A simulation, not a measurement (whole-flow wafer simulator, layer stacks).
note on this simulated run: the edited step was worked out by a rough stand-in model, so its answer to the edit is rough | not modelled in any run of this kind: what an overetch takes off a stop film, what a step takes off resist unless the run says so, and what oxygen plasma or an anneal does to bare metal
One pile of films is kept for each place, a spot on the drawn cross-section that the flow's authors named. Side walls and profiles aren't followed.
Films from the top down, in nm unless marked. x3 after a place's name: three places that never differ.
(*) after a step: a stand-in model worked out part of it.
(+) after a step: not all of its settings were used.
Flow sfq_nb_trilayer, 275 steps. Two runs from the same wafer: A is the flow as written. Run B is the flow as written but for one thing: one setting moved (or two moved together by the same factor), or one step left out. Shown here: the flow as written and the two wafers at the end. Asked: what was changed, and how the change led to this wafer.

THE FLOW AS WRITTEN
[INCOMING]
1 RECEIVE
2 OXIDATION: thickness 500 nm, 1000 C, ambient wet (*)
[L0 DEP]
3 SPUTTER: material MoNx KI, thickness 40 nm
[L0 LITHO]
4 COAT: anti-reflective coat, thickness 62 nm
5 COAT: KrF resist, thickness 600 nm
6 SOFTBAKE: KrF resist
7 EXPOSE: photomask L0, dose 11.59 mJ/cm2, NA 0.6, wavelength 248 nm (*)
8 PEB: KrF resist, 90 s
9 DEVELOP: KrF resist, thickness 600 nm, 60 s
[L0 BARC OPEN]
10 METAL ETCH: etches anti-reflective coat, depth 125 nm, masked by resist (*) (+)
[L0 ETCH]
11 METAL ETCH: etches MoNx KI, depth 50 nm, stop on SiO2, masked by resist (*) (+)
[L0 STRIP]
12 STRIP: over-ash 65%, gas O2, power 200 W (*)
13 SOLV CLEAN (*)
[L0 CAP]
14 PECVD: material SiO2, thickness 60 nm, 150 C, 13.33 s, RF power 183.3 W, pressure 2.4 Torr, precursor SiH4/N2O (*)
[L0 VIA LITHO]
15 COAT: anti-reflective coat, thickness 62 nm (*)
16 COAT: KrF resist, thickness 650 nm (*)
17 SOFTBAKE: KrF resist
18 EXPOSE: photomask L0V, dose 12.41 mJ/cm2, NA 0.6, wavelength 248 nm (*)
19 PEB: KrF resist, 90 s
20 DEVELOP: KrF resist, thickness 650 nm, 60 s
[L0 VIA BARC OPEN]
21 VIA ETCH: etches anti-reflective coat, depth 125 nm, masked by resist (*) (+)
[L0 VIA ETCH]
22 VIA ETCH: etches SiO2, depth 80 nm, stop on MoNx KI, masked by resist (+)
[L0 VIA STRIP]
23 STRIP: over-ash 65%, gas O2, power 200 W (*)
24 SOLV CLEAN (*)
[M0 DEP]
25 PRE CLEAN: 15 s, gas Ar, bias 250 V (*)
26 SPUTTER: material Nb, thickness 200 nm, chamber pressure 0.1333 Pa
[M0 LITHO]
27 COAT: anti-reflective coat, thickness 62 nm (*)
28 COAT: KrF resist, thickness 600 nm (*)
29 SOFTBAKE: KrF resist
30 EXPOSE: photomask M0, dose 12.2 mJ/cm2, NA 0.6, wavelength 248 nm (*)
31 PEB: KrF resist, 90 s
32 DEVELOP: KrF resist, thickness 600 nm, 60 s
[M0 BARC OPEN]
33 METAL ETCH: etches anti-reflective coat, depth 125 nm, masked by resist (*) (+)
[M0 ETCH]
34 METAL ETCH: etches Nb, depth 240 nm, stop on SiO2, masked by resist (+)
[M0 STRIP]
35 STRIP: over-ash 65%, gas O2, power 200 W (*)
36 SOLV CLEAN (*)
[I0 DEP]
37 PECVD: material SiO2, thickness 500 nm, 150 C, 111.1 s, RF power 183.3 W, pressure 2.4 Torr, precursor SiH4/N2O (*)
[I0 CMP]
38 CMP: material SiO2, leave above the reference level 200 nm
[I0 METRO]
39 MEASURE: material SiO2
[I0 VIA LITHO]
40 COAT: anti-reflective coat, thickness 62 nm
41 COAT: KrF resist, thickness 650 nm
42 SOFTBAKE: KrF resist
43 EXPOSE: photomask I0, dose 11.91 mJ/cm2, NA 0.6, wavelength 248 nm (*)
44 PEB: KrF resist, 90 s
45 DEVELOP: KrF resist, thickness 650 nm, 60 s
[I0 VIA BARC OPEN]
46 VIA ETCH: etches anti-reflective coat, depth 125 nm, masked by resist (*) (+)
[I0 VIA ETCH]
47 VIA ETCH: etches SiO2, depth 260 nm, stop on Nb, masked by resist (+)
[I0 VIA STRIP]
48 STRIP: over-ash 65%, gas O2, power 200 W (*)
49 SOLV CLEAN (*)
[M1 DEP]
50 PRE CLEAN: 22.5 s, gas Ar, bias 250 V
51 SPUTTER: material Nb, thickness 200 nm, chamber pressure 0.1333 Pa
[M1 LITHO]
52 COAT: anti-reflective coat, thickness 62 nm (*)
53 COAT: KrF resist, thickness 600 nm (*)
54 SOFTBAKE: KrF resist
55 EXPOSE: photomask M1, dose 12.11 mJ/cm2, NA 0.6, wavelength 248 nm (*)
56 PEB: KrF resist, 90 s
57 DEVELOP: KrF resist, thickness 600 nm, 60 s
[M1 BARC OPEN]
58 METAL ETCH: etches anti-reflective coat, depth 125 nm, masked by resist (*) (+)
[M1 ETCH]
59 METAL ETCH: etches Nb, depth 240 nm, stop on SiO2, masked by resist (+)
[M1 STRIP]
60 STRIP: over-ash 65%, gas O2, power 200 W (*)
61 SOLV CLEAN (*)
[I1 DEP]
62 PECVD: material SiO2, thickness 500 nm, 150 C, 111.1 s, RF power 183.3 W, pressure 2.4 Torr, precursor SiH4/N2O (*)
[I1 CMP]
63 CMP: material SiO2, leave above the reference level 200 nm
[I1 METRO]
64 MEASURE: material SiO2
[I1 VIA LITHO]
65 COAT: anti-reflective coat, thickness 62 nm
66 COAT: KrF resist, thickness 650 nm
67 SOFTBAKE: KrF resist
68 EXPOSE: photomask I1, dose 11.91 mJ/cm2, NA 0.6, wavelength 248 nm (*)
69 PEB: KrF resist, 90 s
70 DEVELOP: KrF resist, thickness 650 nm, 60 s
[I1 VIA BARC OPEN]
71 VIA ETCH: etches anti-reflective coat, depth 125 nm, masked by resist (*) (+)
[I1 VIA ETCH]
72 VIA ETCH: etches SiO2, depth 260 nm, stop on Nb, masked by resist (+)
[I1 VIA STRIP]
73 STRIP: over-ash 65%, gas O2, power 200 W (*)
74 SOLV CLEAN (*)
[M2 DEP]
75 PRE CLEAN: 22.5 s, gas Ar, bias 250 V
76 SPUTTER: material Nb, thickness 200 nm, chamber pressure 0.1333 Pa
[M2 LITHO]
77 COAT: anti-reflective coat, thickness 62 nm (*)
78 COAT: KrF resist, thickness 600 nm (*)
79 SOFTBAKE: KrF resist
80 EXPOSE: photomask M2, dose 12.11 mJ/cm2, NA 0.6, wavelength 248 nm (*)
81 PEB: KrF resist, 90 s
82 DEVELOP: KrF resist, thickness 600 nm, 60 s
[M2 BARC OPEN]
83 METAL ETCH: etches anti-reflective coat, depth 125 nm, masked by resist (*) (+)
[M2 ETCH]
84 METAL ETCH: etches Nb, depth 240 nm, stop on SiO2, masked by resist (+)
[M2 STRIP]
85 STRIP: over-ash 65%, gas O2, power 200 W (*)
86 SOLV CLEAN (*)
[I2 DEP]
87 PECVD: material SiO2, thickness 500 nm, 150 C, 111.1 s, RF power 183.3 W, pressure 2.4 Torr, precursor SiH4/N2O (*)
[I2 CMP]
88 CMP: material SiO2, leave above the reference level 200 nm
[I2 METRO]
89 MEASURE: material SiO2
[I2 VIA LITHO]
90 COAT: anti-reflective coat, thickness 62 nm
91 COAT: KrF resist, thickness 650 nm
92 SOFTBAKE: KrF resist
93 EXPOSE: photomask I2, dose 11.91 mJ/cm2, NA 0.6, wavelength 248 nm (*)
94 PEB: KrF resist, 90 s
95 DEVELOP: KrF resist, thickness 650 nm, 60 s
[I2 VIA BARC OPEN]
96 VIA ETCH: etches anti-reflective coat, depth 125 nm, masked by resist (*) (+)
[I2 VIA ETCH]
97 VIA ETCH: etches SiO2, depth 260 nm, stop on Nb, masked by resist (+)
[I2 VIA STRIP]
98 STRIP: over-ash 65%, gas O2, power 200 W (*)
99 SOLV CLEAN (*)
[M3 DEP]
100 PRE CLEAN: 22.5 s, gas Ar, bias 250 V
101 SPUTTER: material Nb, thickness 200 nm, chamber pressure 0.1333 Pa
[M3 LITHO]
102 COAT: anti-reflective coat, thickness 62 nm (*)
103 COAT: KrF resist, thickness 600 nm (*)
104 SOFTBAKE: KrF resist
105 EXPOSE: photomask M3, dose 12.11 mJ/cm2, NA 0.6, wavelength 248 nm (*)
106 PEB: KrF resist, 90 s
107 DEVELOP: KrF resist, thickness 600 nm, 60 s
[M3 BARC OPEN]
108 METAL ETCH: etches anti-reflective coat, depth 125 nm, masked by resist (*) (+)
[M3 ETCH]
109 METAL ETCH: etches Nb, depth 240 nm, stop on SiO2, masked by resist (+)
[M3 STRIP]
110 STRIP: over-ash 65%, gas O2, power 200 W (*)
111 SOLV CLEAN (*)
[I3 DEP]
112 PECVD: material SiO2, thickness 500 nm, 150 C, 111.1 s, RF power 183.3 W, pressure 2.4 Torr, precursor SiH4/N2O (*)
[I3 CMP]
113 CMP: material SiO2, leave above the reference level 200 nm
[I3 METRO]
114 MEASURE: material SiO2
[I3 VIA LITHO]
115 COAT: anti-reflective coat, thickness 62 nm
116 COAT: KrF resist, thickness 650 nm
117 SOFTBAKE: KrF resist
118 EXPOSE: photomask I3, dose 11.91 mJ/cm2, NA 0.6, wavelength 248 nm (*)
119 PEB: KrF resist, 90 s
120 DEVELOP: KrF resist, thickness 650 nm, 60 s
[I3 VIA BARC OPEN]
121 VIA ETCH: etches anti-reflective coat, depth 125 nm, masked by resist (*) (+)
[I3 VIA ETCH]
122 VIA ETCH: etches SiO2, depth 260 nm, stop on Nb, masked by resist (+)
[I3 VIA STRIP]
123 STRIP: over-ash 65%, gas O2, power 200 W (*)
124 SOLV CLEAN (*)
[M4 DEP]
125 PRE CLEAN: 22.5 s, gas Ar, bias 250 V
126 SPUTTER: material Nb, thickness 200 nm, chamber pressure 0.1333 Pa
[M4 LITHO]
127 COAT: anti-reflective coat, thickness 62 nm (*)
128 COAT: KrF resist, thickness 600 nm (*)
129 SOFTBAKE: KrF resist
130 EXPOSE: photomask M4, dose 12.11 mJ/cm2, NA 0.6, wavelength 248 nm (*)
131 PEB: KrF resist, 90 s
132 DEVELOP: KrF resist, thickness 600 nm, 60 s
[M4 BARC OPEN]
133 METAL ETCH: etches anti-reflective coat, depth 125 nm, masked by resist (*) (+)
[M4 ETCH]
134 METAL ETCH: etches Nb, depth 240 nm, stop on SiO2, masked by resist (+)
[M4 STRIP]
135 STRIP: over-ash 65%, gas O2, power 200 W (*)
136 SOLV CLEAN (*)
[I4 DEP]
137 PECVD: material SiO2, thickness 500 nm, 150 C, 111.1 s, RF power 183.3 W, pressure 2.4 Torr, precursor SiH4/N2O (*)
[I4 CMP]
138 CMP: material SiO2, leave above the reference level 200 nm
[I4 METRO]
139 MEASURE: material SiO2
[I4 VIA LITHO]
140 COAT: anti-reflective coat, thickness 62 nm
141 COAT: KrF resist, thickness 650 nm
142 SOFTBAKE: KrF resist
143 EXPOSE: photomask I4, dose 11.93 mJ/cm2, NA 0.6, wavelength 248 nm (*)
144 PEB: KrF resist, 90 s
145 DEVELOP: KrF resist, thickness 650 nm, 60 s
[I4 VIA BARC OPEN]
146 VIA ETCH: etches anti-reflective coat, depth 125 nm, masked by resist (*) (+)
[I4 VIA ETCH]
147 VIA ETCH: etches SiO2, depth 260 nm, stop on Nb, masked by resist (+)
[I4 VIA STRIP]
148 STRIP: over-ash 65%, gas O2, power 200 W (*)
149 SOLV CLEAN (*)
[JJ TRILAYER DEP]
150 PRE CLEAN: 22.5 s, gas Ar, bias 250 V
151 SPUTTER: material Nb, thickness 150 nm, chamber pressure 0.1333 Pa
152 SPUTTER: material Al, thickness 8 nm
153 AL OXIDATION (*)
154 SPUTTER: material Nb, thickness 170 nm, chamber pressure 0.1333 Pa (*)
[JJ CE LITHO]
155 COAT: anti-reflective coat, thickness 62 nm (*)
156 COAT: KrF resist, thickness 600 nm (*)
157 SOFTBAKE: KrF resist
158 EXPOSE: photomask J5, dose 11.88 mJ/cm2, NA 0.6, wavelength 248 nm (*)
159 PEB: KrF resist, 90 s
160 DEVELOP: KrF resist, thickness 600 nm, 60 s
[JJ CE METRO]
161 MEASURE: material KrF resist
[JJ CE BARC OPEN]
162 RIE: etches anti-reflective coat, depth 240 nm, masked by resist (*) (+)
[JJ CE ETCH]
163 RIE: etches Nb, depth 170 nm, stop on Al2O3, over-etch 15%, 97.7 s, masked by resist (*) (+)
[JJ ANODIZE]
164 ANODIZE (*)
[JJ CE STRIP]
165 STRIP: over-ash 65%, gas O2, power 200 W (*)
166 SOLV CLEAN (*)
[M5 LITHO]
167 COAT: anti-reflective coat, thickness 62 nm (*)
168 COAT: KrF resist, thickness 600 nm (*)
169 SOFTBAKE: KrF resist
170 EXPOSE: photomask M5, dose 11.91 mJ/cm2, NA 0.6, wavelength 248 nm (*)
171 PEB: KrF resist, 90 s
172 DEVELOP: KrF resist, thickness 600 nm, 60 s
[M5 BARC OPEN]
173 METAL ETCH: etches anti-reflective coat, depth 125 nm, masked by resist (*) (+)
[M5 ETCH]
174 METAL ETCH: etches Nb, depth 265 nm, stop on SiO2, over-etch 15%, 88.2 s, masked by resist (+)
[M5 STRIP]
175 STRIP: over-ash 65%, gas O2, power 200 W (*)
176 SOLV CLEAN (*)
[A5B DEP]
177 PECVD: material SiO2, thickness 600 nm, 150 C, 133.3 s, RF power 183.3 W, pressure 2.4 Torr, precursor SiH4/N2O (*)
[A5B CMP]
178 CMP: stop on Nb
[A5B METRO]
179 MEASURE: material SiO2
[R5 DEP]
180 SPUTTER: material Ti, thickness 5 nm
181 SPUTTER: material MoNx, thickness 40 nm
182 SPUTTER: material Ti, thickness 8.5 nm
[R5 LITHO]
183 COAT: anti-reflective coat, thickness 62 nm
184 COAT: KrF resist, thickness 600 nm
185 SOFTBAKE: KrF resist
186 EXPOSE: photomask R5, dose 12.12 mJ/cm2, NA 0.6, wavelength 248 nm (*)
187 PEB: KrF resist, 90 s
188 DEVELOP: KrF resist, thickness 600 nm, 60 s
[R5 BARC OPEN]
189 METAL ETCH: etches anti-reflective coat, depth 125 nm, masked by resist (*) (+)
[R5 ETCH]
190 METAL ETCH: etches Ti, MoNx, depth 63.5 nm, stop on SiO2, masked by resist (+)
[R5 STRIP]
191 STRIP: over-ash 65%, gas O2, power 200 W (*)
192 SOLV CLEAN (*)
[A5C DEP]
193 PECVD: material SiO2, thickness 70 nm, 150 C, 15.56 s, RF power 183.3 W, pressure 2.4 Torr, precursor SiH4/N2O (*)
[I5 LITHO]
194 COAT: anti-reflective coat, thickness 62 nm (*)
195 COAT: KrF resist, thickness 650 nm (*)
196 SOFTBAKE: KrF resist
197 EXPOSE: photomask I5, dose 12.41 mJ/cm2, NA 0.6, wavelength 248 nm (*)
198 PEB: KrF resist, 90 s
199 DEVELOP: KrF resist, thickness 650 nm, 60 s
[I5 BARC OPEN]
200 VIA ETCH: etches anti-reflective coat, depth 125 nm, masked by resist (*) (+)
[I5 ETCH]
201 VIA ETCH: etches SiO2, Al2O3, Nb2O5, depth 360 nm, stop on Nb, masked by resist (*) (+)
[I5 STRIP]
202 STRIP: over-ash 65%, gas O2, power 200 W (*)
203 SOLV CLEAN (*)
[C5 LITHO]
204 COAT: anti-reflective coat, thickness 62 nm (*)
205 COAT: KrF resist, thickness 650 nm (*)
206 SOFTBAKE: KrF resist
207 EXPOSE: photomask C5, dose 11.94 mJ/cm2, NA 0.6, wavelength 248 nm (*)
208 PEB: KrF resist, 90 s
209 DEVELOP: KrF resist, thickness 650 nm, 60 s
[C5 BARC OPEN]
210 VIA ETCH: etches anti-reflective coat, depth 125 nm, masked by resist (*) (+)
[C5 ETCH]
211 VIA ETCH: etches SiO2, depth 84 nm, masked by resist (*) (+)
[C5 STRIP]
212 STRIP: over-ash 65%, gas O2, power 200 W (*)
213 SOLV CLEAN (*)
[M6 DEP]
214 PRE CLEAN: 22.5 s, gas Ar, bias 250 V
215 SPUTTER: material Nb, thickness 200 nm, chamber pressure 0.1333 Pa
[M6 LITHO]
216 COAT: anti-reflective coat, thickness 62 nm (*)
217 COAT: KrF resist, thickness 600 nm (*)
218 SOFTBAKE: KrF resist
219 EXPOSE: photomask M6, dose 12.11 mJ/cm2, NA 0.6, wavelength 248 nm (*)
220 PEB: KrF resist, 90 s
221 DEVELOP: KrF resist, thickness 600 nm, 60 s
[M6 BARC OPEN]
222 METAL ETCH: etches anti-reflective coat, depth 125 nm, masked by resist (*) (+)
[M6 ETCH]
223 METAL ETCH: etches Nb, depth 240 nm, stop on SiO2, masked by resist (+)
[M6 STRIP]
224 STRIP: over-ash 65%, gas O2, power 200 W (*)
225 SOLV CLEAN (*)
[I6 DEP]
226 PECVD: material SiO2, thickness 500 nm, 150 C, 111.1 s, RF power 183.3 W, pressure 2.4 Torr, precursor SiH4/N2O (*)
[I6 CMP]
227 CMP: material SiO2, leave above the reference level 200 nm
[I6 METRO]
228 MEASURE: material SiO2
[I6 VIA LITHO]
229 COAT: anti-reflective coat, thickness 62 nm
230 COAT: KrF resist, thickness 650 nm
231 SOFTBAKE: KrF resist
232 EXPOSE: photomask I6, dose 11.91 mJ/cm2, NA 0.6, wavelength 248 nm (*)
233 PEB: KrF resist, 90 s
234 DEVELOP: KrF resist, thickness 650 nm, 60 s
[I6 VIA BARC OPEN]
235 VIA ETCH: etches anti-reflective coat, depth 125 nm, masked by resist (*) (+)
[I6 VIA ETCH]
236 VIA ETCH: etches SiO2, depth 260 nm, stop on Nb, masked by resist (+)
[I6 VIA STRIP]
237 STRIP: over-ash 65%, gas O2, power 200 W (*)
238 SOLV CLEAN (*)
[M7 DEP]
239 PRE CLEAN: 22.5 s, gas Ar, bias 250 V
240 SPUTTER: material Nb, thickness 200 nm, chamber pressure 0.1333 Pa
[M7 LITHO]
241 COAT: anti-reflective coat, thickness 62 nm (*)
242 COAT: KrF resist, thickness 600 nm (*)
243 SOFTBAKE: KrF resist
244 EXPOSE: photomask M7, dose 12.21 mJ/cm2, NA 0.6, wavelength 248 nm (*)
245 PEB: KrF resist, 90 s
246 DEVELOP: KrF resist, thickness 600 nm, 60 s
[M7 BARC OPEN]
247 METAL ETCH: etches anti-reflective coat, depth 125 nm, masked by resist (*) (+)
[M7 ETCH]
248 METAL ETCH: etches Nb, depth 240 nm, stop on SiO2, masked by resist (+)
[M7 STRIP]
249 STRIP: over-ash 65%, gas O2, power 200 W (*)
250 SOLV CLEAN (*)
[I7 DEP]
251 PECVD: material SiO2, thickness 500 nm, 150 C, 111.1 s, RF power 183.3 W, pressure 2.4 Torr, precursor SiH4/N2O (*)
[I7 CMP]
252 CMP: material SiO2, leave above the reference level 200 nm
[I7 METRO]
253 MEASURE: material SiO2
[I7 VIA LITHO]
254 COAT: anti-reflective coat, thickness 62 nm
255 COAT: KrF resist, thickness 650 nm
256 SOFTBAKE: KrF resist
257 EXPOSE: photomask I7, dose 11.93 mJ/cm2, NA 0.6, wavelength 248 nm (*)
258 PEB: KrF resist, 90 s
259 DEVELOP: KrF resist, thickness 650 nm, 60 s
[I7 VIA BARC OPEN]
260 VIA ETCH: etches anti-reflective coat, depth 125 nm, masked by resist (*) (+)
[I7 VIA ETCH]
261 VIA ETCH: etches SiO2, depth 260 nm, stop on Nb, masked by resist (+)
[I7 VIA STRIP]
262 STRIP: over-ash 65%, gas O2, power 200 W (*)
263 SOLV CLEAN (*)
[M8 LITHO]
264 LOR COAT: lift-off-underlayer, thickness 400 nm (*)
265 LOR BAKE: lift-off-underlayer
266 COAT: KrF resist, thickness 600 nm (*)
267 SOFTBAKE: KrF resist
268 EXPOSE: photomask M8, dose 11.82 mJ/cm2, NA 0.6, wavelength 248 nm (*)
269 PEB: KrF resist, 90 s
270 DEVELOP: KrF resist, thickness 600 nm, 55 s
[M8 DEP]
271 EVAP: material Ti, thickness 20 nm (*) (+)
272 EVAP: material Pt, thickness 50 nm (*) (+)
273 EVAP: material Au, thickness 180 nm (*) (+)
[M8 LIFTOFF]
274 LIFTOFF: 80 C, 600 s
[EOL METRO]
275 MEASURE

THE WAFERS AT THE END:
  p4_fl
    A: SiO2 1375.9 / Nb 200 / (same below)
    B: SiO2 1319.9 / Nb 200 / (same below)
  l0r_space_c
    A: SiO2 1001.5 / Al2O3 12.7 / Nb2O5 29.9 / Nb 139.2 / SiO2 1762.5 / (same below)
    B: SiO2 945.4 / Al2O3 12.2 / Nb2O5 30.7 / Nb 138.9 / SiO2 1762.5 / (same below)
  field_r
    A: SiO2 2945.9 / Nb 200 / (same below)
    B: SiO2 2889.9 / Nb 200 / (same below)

The cause: step 154, SPUTTER: thickness 114 nm was run, where the flow has thickness 170 nm.

How the change led to this, step by step:
  154 SPUTTER: material Nb, thickness 170 nm, chamber pressure 0.1333 Pa (*)
      field_l, v_sur, via_sp and 100 more: A Nb +170 (new film) | B Nb +114 (new film)
      via_wl, via_wr: A Nb +140.7 (new film) | B Nb +94.2 (new film)
      (and at 1 more place)
  155 COAT: anti-reflective coat, thickness 62 nm (*)
      via_wl, via_wr: A anti-reflective coat +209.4 (new film) | B anti-reflective coat +195.5 (new film)
      via_w: A anti-reflective coat +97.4 (new film) | B anti-reflective coat +93.1 (new film)
  162 RIE: etches anti-reflective coat, depth 240 nm, masked by resist (*) (+)
      ce_l, c5j, ce_r, wl_jj: A KrF resist -209.4 | B KrF resist -195.5
      via_wl, via_wr: A anti-reflective coat -209.4 (all of it) | B anti-reflective coat -195.5 (all of it)
      (and at 1 more place)
  163 RIE: etches Nb, depth 170 nm, stop on Al2O3, over-etch 15%, 97.7 s, masked by resist (*) (+)
      field_l, v_sur, via_sp and 96 more: A Nb -170 (all of it), Al2O3 -0.51 | B Nb -114 (all of it), Al2O3 -0.96 (all of it)
      via_wl, via_wr: A Nb -140.7 (all of it), Al2O3 -0.96 (all of it) | B Nb -94.2 (all of it), Al2O3 -0.96 (all of it)
      (and at 1 more place)
  164 ANODIZE (*)
      field_l, v_sur, via_sp and 96 more: A Al2O3 +12.2, Nb2O5 +29.9 (new film), Al -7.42 (all of it), Nb -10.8 | B Al2O3 +12.2 (new film), Nb2O5 +30.7 (new film), Al -7.42 (all of it), Nb -11.1
  165 STRIP: over-ash 65%, gas O2, power 200 W (*)
      c5j, ce_r: A KrF resist -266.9 (all of it), anti-reflective coat -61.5 (all of it) | B KrF resist -280.8 (all of it), anti-reflective coat -61.5 (all of it)
      ce_l: A KrF resist -266.8 (all of it), anti-reflective coat -61.4 (all of it) | B KrF resist -280.7 (all of it), anti-reflective coat -61.4 (all of it)
      (and at 1 more place)
  167 COAT: anti-reflective coat, thickness 62 nm (*)
      wl_j_sl, wl_j_sr: A anti-reflective coat +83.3 (new film) | B anti-reflective coat +76.1 (new film)
      gap: A anti-reflective coat +58.9 (new film) | B anti-reflective coat +60.6 (new film)
      (and at 8 more places)
  168 COAT: KrF resist, thickness 600 nm (*)
      ce_l: A KrF resist +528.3 (new film) | B KrF resist +561.2 (new film)
      c5j: A KrF resist +507.6 (new film) | B KrF resist +543.4 (new film)
      (and at 2 more places)
  173 METAL ETCH: etches anti-reflective coat, depth 125 nm, masked by resist (*) (+)
      wl_a_sl: A anti-reflective coat -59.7 (all of it), Al2O3 -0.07 | B anti-reflective coat -61.4 (all of it)
  174 METAL ETCH: etches Nb, depth 265 nm, stop on SiO2, over-etch 15%, 88.2 s, masked by resist (+)
      field_l, r_sur, res and 50 more: A Al2O3 -12.6 (all of it), Nb2O5 -29.9 (all of it), Nb -139.2 (all of it), SiO2 -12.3 | B Al2O3 -12.2 (all of it), Nb2O5 -30.7 (all of it), Nb -138.9 (all of it), SiO2 -12.3
  175 STRIP: over-ash 65%, gas O2, power 200 W (*)
      gap: A KrF resist -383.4 (all of it), anti-reflective coat -58.9 (all of it) | B KrF resist -376.9 (all of it), anti-reflective coat -60.6 (all of it)
      jj_sur: A KrF resist -374.7 (all of it), anti-reflective coat -82.6 (all of it) | B KrF resist -370.9 (all of it), anti-reflective coat -75.3 (all of it)
      (and at 8 more places)
  178 CMP: stop on Nb
      v_sur, via_sp, via_v and 43 more: A SiO2 -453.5 | B SiO2 -509.6
      field_l, p4_fl, p4_fm and 39 more: A SiO2 -259.3 | B SiO2 -315.3
      (and at 14 more places)
  201 VIA ETCH: etches SiO2, Al2O3, Nb2O5, depth 360 nm, stop on Nb, masked by resist (*) (+)
      be: A SiO2 -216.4 (all of it), Al2O3 -12.7 (all of it), Nb2O5 -29.9 (all of it) | B SiO2 -160.3 (all of it), Al2O3 -12.2 (all of it), Nb2O5 -30.7 (all of it)
  204 COAT: anti-reflective coat, thickness 62 nm (*)
      wire: A anti-reflective coat +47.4 (new film) | B anti-reflective coat +49.1 (new film)
      be: A anti-reflective coat +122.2 (new film) | B anti-reflective coat +113.9 (new film)
      (and at 1 more place)
  205 COAT: KrF resist, thickness 650 nm (*)
      be: A KrF resist +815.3 (new film) | B KrF resist +775.5 (new film)
  212 STRIP: over-ash 65%, gas O2, power 200 W (*)
      wire: A KrF resist -555.8 (all of it), anti-reflective coat -47.4 (all of it) | B KrF resist -558.9 (all of it), anti-reflective coat -49.1 (all of it)
      be: A KrF resist -728.2 (all of it), anti-reflective coat -122.2 (all of it) | B KrF resist -688.4 (all of it), anti-reflective coat -113.9 (all of it)
      (and at 1 more place)
  ... 4 more steps ...
  226 PECVD: material SiO2, thickness 500 nm, 150 C, 111.1 s, RF power 183.3 W, pressure 2.4 Torr, precursor SiH4/N2O (*)
      be: A SiO2 +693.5 (new film) | B SiO2 +624.9 (new film)
